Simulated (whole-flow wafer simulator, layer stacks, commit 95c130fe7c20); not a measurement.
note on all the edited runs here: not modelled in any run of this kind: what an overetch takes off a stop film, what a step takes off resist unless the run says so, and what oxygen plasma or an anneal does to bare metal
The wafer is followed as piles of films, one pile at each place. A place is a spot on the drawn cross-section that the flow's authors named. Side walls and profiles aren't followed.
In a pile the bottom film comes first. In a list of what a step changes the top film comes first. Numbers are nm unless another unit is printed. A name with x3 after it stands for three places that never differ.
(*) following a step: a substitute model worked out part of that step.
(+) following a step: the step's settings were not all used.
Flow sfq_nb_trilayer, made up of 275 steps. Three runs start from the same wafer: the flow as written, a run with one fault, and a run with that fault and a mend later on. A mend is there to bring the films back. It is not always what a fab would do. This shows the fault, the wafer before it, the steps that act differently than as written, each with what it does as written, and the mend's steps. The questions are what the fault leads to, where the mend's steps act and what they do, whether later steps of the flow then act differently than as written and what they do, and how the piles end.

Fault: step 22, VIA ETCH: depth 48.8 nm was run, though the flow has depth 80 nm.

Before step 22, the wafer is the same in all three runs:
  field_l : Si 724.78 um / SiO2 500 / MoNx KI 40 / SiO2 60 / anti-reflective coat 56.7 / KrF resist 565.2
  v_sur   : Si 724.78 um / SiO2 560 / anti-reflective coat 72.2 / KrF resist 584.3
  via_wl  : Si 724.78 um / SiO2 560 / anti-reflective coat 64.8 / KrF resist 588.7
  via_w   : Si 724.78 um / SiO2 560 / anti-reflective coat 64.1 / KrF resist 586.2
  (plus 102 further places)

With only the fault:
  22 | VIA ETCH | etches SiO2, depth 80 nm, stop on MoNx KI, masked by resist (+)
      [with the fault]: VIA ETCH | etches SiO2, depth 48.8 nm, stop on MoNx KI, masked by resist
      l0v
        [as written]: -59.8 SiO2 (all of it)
        [with the fault]: -48.8 SiO2
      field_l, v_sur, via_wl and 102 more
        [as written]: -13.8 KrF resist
        [with the fault]: -8.41 KrF resist
  Steps later in the flow that act otherwise than as written (5 more steps, not shown, differ only slightly: by at most 2% or 0.5 nm, whichever is larger):
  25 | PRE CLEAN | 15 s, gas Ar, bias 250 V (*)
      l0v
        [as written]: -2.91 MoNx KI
        [with the fault]: -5 SiO2
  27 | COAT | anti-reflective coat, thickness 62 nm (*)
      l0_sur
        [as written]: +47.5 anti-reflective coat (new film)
        [with the fault]: +48.5 anti-reflective coat (new film)
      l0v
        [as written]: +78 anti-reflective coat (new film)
        [with the fault]: +75.2 anti-reflective coat (new film)
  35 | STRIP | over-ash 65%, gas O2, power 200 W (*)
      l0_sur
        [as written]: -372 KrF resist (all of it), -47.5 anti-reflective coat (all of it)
        [with the fault]: -372.6 KrF resist (all of it), -48.5 anti-reflective coat (all of it)
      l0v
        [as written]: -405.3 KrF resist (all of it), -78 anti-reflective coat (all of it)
        [with the fault]: -399.7 KrF resist (all of it), -75.2 anti-reflective coat (all of it)
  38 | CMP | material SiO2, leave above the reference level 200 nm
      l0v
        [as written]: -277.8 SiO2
        [with the fault]: -288.2 SiO2
  By the end, the piles at l0v depart from the flow's by more than 2% or 0.5 nm, whichever is larger.
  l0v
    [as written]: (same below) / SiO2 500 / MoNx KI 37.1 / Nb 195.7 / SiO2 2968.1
    [with the fault]: (same below) / SiO2 500 / MoNx KI 40 / SiO2 6.05 / Nb 197.2 / SiO2 2957.6

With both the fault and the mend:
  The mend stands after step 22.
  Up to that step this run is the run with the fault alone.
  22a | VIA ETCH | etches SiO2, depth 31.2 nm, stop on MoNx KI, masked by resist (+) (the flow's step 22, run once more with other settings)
      field_l, v_sur, via_wl and 102 more
        -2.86 KrF resist
      l0v
        -11 SiO2 (all of it)
  None of the later steps of the flow differs from how it acts as written, at any place that is followed, by more than 2% or 0.5 nm, whichever is larger.
  At every place that both follow, the piles at the end match the flow's.
